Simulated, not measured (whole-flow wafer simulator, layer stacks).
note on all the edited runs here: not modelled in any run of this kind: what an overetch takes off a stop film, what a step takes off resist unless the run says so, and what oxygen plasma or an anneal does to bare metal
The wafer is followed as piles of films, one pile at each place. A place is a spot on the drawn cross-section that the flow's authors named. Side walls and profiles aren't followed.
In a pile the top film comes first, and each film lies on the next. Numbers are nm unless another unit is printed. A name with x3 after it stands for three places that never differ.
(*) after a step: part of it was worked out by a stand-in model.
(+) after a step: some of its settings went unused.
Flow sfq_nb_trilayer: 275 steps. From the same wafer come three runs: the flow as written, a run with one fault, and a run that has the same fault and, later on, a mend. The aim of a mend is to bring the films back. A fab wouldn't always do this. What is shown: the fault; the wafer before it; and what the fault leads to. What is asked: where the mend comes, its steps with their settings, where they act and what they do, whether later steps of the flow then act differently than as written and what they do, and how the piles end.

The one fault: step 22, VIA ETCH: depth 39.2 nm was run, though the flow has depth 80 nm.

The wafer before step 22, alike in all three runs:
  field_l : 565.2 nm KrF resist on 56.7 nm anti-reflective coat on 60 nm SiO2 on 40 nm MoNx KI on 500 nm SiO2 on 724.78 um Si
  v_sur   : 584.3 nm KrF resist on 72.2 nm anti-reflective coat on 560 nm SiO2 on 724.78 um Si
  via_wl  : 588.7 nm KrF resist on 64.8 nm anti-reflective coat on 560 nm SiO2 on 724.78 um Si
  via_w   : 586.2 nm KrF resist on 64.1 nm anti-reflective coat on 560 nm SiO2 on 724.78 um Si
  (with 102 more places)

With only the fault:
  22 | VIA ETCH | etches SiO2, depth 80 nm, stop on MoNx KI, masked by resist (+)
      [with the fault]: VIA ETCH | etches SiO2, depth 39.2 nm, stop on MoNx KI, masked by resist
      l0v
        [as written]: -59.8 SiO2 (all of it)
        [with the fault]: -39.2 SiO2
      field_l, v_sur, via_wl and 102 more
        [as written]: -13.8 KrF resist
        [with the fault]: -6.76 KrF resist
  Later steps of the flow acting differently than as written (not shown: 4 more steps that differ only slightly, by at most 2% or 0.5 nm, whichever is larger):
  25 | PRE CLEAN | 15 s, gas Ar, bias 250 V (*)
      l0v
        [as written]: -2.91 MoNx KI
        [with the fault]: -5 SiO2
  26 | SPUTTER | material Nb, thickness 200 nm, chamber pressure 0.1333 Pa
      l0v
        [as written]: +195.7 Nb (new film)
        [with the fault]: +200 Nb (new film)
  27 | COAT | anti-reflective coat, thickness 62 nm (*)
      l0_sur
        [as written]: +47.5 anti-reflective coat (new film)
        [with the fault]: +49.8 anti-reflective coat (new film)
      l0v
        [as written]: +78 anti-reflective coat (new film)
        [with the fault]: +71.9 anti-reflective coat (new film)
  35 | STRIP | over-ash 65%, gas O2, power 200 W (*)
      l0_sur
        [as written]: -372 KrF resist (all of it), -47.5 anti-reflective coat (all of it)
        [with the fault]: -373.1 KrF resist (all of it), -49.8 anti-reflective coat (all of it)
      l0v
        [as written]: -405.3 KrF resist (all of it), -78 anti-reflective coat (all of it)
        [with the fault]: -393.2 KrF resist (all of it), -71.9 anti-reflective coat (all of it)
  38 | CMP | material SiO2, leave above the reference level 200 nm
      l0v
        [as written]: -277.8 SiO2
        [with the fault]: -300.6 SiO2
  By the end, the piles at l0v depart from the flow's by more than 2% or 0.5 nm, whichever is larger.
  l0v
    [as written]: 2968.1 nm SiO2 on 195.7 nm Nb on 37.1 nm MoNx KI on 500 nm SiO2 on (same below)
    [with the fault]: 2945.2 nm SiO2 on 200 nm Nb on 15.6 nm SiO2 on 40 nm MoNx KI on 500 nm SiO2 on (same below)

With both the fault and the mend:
  After step 22 comes the mend.
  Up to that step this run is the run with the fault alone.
  22a | VIA ETCH | etches SiO2, depth 40.8 nm, stop on MoNx KI, masked by resist (+) (a further turn of the flow's step 22, with different settings)
      field_l, v_sur, via_wl and 102 more
        -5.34 KrF resist
      l0v
        -20.6 SiO2 (all of it)
  None of the later steps of the flow differs from how it acts as written, at any place that is followed, by more than 2% or 0.5 nm, whichever is larger.
  The piles end the same as the flow's at every place that both follow.
